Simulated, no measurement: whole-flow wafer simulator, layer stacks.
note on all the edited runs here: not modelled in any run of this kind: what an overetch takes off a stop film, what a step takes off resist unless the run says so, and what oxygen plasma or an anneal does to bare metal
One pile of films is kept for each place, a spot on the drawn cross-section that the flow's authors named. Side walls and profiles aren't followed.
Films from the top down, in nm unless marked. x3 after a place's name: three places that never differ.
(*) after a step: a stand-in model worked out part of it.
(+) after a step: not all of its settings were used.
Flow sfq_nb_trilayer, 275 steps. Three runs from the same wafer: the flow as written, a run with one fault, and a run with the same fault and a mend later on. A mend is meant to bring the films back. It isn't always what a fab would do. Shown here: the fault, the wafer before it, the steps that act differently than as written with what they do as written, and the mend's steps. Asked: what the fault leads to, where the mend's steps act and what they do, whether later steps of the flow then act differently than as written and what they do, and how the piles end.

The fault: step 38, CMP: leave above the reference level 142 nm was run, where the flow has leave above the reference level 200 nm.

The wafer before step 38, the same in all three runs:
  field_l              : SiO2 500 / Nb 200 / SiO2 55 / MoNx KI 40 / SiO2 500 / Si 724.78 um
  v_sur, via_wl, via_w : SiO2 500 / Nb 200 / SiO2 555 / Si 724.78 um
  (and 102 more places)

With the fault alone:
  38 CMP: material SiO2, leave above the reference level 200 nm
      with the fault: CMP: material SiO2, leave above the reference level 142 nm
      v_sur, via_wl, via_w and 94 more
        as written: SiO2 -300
        with the fault: SiO2 -358
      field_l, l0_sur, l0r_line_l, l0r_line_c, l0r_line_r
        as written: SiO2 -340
        with the fault: SiO2 -398
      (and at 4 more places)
  Later steps of the flow that act differently than as written (4 more steps differ only slightly, by at most 2% or 0.5 nm, whichever is larger, and aren't shown):
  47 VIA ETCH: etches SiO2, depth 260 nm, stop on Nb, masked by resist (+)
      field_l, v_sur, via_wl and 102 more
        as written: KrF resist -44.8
        with the fault: KrF resist -36.7
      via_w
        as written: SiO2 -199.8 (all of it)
        with the fault: SiO2 -141.8 (all of it)
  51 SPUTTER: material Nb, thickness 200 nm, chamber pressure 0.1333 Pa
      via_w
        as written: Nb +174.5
        with the fault: Nb +186.3
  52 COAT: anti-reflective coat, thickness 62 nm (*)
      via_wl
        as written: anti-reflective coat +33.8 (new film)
        with the fault: anti-reflective coat +35.7 (new film)
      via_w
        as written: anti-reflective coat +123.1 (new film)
        with the fault: anti-reflective coat +109.7 (new film)
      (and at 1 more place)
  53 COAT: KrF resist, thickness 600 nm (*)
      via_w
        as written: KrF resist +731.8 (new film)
        with the fault: KrF resist +684.5 (new film)
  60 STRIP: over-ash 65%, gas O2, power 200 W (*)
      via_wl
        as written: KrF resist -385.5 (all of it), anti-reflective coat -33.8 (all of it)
        with the fault: KrF resist -390.6 (all of it), anti-reflective coat -35.7 (all of it)
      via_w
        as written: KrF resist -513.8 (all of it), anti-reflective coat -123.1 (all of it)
        with the fault: KrF resist -466.7 (all of it), anti-reflective coat -109.7 (all of it)
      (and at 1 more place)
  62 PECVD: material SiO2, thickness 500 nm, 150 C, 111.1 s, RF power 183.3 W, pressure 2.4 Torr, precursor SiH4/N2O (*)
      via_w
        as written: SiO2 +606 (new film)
        with the fault: SiO2 +511.7 (new film)
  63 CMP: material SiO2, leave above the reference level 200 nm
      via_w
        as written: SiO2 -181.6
        with the fault: SiO2 -157.1
  At the end the piles differ from the flow's by more than 2% or 0.5 nm, whichever is larger, at v_sur, via_wl, via_w and 86 more.
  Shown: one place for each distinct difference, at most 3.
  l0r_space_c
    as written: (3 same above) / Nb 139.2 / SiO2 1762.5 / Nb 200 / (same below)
    with the fault: (3 same above) / Nb 139.2 / SiO2 1704.5 / Nb 200 / (same below)
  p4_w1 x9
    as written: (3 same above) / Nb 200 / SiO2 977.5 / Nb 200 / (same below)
    with the fault: (3 same above) / Nb 200 / SiO2 919.5 / Nb 200 / (same below)
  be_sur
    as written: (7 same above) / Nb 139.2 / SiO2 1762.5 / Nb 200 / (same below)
    with the fault: (7 same above) / Nb 139.2 / SiO2 1704.5 / Nb 200 / (same below)

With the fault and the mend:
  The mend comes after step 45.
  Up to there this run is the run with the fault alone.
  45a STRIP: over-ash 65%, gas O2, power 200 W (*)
      field_l, v_sur, via_wl and 102 more
        KrF resist -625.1 (all of it), anti-reflective coat -62 (all of it)
      via_w
        anti-reflective coat -62 (all of it)
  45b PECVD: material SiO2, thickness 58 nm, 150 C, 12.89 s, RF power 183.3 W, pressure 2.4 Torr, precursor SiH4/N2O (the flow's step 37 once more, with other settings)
      field_l, v_sur, via_wl and 103 more
        SiO2 +58
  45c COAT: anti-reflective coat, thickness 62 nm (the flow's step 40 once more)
      field_l, v_sur, via_wl and 103 more
        anti-reflective coat +62 (new film)
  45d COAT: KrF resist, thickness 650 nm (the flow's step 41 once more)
      field_l, v_sur, via_wl and 103 more
        KrF resist +650 (new film)
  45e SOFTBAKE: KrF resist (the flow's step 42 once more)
      changes no film at any place that is followed
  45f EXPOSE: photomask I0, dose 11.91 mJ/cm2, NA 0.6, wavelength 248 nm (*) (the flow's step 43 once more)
      changes no film at any place that is followed
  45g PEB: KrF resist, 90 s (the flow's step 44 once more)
      field_l, v_sur, via_wl and 103 more
        KrF resist -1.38
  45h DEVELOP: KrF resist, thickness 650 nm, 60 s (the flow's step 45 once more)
      field_l, v_sur, via_wl and 102 more
        KrF resist -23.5
      via_w
        KrF resist -648.6 (all of it)
  No later step of the flow acts differently than as written, at any place that is followed, by more than 2% or 0.5 nm, whichever is larger.
  At the end the piles differ from the flow's only slightly at the places that both follow, by at most 2% or 0.5 nm, whichever is larger.
